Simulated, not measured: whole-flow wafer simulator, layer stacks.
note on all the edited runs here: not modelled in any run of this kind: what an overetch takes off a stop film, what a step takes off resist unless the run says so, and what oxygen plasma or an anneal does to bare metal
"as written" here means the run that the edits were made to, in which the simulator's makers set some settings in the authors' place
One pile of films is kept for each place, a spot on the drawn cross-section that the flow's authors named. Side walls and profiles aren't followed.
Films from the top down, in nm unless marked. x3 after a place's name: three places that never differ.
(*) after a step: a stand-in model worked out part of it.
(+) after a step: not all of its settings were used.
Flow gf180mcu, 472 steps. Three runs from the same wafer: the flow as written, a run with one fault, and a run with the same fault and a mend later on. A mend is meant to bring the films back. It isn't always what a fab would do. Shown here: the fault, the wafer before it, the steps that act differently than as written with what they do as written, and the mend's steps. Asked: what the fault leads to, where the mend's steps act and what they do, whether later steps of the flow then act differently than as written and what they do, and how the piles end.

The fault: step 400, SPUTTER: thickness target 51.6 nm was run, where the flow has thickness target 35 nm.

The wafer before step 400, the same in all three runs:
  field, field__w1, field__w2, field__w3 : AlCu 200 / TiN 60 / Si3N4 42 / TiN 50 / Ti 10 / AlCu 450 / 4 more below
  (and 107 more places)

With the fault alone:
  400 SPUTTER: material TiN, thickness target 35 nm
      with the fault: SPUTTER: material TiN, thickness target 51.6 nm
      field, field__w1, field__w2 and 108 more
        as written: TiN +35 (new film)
        with the fault: TiN +51.6 (new film)
  Later steps of the flow that act differently than as written (7 more steps differ only slightly, by at most 2% or 0.5 nm, whichever is larger, and aren't shown):
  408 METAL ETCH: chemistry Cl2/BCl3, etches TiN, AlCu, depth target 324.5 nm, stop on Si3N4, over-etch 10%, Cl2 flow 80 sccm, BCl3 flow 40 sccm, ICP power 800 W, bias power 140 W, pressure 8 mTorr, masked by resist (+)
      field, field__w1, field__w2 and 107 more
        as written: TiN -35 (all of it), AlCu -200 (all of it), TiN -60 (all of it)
        with the fault: TiN -51.6 (all of it), AlCu -200 (all of it), TiN -60 (all of it)
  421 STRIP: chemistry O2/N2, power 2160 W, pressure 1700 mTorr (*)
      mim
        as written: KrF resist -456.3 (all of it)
        with the fault: KrF resist -443.9 (all of it)
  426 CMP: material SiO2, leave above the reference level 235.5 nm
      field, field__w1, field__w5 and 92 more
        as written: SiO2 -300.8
        with the fault: SiO2 -284.2
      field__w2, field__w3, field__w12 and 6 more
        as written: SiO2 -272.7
        with the fault: SiO2 -256.1
  At the end the piles differ from the flow's by more than 2% or 0.5 nm, whichever is larger, at mim.
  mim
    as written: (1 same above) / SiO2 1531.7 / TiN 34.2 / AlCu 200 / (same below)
    with the fault: (1 same above) / SiO2 1531.7 / TiN 50.8 / AlCu 200 / (same below)

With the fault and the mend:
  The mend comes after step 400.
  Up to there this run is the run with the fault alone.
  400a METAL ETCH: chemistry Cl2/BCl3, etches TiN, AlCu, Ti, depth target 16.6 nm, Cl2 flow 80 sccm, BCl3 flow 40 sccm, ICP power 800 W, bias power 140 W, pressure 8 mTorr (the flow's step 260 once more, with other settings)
      field, field__w1, field__w2 and 108 more
        TiN -16.6
  No later step of the flow acts differently than as written at any place that is followed.
  At the end the piles are the same as the flow's at every place that both follow.
